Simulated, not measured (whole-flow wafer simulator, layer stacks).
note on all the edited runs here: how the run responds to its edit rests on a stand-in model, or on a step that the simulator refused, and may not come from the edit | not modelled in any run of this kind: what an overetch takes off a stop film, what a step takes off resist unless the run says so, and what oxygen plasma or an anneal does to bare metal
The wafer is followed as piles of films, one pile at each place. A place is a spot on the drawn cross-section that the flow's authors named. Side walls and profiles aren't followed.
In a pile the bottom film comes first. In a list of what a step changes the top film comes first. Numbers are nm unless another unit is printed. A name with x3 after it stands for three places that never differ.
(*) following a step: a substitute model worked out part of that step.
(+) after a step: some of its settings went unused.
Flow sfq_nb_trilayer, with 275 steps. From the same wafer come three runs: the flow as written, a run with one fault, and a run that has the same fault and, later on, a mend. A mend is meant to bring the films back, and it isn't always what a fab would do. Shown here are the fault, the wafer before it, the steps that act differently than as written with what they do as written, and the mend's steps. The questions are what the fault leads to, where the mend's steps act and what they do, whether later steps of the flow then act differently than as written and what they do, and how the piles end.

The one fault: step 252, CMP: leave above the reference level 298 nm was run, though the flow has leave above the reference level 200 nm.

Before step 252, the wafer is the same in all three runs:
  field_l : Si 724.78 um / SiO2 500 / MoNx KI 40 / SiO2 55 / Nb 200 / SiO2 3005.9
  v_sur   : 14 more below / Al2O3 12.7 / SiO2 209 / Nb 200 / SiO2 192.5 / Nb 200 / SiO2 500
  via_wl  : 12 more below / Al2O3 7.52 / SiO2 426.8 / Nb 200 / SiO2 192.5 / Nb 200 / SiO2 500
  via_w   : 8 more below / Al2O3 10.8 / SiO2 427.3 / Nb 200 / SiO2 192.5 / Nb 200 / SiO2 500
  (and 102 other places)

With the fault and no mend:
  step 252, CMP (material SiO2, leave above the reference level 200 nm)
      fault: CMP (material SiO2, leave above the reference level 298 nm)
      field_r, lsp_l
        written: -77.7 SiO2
        fault: nothing
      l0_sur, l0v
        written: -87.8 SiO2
        fault: nothing
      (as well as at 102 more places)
  Steps later in the flow that act otherwise than as written (not shown: 6 more steps that differ only slightly, by at most 2% or 0.5 nm, whichever is larger):
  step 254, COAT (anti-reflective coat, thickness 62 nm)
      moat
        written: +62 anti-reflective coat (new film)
        fault: +60.2 anti-reflective coat (new film)
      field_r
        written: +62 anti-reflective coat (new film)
        fault: +69.7 anti-reflective coat (new film)
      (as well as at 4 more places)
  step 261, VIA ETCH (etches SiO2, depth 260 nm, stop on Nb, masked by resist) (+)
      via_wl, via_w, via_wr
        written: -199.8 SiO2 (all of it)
        fault: -260 SiO2
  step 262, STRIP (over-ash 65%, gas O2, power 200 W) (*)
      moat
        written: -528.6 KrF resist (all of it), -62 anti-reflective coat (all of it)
        fault: -527.4 KrF resist (all of it), -60.2 anti-reflective coat (all of it)
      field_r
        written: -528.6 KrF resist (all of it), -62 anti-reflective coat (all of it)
        fault: -536.3 KrF resist (all of it), -69.7 anti-reflective coat (all of it)
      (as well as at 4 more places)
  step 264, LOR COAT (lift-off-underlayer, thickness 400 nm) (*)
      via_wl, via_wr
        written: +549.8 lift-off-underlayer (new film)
        fault: +594.7 lift-off-underlayer (new film)
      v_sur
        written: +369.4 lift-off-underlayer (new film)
        fault: +360.1 lift-off-underlayer (new film)
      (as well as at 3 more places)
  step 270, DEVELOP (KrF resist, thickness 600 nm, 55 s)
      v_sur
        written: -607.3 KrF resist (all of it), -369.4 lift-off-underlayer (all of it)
        fault: -609.8 KrF resist (all of it), -360.1 lift-off-underlayer (all of it)
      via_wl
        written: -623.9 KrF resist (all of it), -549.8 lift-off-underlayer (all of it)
        fault: -631.3 KrF resist (all of it), -594.7 lift-off-underlayer (all of it)
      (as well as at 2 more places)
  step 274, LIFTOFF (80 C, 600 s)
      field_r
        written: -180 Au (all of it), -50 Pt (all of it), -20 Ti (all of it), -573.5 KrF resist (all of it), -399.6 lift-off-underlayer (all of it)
        fault: -180 Au (all of it), -50 Pt (all of it), -20 Ti (all of it), -576 KrF resist (all of it), -413.2 lift-off-underlayer (all of it)
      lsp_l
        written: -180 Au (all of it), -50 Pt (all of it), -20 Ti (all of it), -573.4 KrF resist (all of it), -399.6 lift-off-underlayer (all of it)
        fault: -180 Au (all of it), -50 Pt (all of it), -20 Ti (all of it), -576.5 KrF resist (all of it), -412.4 lift-off-underlayer (all of it)
  By the end, the piles at field_l, v_sur, via_wl and 103 more depart from the flow's by more than 2% or 0.5 nm, whichever is larger.
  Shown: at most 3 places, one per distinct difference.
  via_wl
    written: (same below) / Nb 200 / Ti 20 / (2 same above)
    fault: (same below) / Nb 200 / SiO2 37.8 / Ti 20 / (2 same above)
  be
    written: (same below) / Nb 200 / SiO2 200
    fault: (same below) / Nb 200 / SiO2 298
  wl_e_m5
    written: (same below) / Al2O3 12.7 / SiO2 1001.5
    fault: (same below) / Al2O3 12.7 / SiO2 1099.5

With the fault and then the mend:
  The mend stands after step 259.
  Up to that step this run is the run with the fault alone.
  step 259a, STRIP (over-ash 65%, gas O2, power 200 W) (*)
      p4_fl x3, p4_w1 x9, p4_g1 x2 and 63 more
        -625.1 KrF resist (all of it), -62 anti-reflective coat (all of it)
      be, be_sur, gap, jj_sur, ce_l, c5j
        -624.9 KrF resist (all of it), -61.9 anti-reflective coat (all of it)
      field_l, v_sur, via_sp, via_v
        -625 KrF resist (all of it), -62 anti-reflective coat (all of it)
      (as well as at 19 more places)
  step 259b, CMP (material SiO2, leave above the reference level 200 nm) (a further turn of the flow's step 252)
      field_l, v_sur, via_wl and 99 more
        -98 SiO2
      field_r, lsp_l
        -77.7 SiO2
      l0_sur, l0v
        -87.8 SiO2
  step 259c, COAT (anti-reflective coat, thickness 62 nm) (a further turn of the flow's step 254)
      field_l, v_sur, via_wl and 103 more
        +62 anti-reflective coat (new film)
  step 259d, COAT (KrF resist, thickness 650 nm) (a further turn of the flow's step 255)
      field_l, v_sur, via_wl and 103 more
        +650 KrF resist (new film)
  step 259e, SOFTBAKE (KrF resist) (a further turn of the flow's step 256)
      does not change any film at any place that is followed
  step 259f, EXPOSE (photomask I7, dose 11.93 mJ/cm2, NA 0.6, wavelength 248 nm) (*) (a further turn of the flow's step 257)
      does not change any film at any place that is followed
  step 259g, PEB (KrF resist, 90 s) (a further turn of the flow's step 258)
      field_l, v_sur, via_wl and 103 more
        -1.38 KrF resist
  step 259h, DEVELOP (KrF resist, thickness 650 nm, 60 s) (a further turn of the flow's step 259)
      field_l, v_sur, via_sp and 100 more
        -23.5 KrF resist
      via_wl, via_w, via_wr
        -648.6 KrF resist (all of it)
  Later steps of the flow that are run all act as written at every place that is followed.
  At every place that both follow, the piles at the end match the flow's.
